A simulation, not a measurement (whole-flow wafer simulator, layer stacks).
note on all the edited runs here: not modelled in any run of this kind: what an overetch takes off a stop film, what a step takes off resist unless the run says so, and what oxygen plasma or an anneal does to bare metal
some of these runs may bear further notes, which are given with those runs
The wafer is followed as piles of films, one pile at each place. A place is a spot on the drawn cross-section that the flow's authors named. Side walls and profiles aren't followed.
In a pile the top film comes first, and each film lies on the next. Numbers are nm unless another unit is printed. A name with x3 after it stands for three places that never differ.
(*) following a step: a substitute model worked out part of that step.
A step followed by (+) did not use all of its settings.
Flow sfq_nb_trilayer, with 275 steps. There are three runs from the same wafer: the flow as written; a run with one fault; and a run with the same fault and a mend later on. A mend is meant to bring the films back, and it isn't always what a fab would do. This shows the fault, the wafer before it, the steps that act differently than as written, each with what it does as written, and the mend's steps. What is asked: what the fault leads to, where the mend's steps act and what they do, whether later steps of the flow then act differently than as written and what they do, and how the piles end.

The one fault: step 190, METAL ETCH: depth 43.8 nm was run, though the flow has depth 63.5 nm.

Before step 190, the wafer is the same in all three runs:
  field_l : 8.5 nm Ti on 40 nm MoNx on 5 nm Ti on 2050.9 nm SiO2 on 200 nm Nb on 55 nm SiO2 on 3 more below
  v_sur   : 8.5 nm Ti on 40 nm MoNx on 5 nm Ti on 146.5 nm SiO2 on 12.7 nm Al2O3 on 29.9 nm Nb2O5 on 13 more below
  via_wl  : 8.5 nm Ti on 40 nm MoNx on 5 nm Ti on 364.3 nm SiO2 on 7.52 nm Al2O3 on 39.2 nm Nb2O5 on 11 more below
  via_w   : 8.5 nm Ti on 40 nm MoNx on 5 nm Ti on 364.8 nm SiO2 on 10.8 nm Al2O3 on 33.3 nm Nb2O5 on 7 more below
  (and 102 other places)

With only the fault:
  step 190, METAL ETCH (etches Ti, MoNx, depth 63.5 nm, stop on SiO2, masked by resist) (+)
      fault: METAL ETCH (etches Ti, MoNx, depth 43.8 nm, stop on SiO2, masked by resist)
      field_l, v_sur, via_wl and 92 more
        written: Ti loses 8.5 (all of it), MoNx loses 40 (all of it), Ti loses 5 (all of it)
        fault: Ti loses 8.5 (all of it), MoNx loses 35.3
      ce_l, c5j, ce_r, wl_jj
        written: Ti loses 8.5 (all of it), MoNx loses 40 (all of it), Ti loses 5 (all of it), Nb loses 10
        fault: Ti loses 8.5 (all of it), MoNx loses 35.3
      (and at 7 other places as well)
  Later steps of the flow acting differently than as written (10 other steps are not shown; they differ only slightly, by no more than 2% or 0.5 nm, whichever is larger):
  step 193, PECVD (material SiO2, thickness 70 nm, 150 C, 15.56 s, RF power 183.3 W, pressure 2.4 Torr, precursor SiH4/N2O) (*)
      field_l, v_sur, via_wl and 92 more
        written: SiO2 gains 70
        fault: SiO2 gains 70 (new film)
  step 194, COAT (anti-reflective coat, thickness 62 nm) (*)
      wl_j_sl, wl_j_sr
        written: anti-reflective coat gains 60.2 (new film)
        fault: anti-reflective coat gains 62 (new film)
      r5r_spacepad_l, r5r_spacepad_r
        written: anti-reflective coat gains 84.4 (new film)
        fault: anti-reflective coat gains 80.2 (new film)
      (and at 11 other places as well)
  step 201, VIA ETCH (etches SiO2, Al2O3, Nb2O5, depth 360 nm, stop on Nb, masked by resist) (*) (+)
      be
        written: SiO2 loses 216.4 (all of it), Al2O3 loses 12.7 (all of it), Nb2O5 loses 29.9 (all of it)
        fault: SiO2 loses 69.8 (all of it), MoNx loses 4.7 (all of it), Ti loses 5 (all of it), SiO2 loses 146.5 (all of it), Al2O3 loses 12.7 (all of it), Nb2O5 loses 29.9 (all of it)
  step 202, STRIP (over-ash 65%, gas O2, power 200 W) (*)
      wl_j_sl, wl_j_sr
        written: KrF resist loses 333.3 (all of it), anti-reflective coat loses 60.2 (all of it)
        fault: KrF resist loses 333.2 (all of it), anti-reflective coat loses 62 (all of it)
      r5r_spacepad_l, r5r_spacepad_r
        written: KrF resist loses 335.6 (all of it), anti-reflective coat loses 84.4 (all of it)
        fault: KrF resist loses 335.2 (all of it), anti-reflective coat loses 80.2 (all of it)
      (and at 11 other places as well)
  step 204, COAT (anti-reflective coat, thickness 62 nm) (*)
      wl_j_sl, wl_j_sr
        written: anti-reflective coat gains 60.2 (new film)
        fault: anti-reflective coat gains 62 (new film)
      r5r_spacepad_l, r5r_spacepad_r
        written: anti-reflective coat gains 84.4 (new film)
        fault: anti-reflective coat gains 80.2 (new film)
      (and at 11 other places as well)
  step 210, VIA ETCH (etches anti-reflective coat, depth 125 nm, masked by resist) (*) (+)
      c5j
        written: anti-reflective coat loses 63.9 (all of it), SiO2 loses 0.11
        fault: anti-reflective coat loses 61.3 (all of it), SiO2 loses 0.13
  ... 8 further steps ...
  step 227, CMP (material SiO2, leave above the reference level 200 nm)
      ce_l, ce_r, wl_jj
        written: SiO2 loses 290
        fault: SiO2 loses 300
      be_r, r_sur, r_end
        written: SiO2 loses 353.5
        fault: SiO2 loses 343.8
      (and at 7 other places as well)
  At field_l, v_sur, via_wl and 100 more, the piles at the end differ from the flow's by more than 2% or 0.5 nm, whichever is larger.
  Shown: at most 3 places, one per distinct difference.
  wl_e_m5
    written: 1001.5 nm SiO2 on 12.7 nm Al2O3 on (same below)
    fault: 855 nm SiO2 on 4.7 nm MoNx on 5 nm Ti on 146.5 nm SiO2 on 12.7 nm Al2O3 on (same below)
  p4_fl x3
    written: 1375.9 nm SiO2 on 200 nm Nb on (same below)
    fault: 855 nm SiO2 on 4.7 nm MoNx on 5 nm Ti on 520.9 nm SiO2 on 200 nm Nb on (same below)
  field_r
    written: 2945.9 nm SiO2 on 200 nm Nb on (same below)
    fault: 855 nm SiO2 on 4.7 nm MoNx on 5 nm Ti on 2090.9 nm SiO2 on 200 nm Nb on (same below)

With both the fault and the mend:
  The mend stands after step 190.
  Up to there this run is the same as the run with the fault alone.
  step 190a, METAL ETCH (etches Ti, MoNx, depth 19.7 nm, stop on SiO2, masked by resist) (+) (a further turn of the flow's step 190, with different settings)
      field_l, v_sur, via_wl and 92 more
        MoNx loses 4.7 (all of it), Ti loses 5 (all of it)
      be_r, r_sur, res, r_end, r5r_line_l, r5r_line_c, r5r_line_r
        KrF resist loses 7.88
      ce_l, c5j, ce_r, wl_jj
        MoNx loses 4.7 (all of it), Ti loses 5 (all of it), Nb loses 10
  None of the later steps of the flow acts differently than as written at any place that is followed.
  At every place that both follow, the piles at the end match the flow's.
